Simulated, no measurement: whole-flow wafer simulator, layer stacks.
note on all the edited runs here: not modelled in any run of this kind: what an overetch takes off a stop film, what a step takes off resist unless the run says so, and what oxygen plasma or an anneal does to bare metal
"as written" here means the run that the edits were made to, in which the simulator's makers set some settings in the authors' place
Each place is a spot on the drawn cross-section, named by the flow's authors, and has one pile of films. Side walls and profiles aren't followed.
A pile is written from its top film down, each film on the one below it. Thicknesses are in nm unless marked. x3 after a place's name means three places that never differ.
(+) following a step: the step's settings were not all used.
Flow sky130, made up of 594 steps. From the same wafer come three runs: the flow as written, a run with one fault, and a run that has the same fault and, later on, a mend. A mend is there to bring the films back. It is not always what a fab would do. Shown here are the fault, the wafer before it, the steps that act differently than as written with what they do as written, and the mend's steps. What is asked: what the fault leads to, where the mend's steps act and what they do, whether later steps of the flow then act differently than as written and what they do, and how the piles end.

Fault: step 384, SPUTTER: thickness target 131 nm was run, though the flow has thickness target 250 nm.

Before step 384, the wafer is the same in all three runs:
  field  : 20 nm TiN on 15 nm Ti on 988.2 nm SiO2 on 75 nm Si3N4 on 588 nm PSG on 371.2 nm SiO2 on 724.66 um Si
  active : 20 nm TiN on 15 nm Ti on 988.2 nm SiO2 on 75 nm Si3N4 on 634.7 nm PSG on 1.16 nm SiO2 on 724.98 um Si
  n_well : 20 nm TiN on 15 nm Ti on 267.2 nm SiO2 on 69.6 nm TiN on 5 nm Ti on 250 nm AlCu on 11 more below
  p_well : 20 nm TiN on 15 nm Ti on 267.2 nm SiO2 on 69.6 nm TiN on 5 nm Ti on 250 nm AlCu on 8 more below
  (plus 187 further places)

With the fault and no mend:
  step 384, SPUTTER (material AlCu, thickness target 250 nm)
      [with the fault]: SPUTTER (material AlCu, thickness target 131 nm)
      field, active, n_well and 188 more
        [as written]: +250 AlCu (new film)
        [with the fault]: +131 AlCu (new film)
  Steps later in the flow that act otherwise than as written (8 more steps, not shown, differ only slightly: by at most 2% or 0.5 nm, whichever is larger):
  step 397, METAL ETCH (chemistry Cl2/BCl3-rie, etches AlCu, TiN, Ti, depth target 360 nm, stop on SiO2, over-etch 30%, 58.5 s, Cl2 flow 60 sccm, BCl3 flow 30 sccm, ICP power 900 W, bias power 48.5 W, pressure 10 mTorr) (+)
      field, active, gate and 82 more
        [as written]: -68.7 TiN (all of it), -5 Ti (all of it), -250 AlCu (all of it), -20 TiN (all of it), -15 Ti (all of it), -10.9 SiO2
        [with the fault]: -68.7 TiN (all of it), -5 Ti (all of it), -131 AlCu (all of it), -20 TiN (all of it), -15 Ti (all of it), -22.8 SiO2
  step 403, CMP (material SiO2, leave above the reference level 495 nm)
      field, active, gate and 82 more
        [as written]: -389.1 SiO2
        [with the fault]: -496.2 SiO2
  By the end, the piles at field, active, n_well and 190 more depart from the flow's by more than 2% or 0.5 nm, whichever is larger.
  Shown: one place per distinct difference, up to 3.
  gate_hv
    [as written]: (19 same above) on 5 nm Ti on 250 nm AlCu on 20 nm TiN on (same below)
    [with the fault]: (19 same above) on 5 nm Ti on 131 nm AlCu on 20 nm TiN on (same below)
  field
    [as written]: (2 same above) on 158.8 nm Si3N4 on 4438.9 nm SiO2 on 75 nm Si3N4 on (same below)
    [with the fault]: (2 same above) on 158.8 nm Si3N4 on 4319.9 nm SiO2 on 75 nm Si3N4 on (same below)
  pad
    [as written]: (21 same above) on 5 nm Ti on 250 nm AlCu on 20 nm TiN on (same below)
    [with the fault]: (21 same above) on 5 nm Ti on 131 nm AlCu on 20 nm TiN on (same below)

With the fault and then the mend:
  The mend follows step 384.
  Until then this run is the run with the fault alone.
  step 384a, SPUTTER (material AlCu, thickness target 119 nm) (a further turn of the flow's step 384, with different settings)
      field, active, n_well and 188 more
        +119 AlCu
  Later steps of the flow that are run all act as written at every place that is followed.
  The piles end the same as the flow's at every place that both follow.
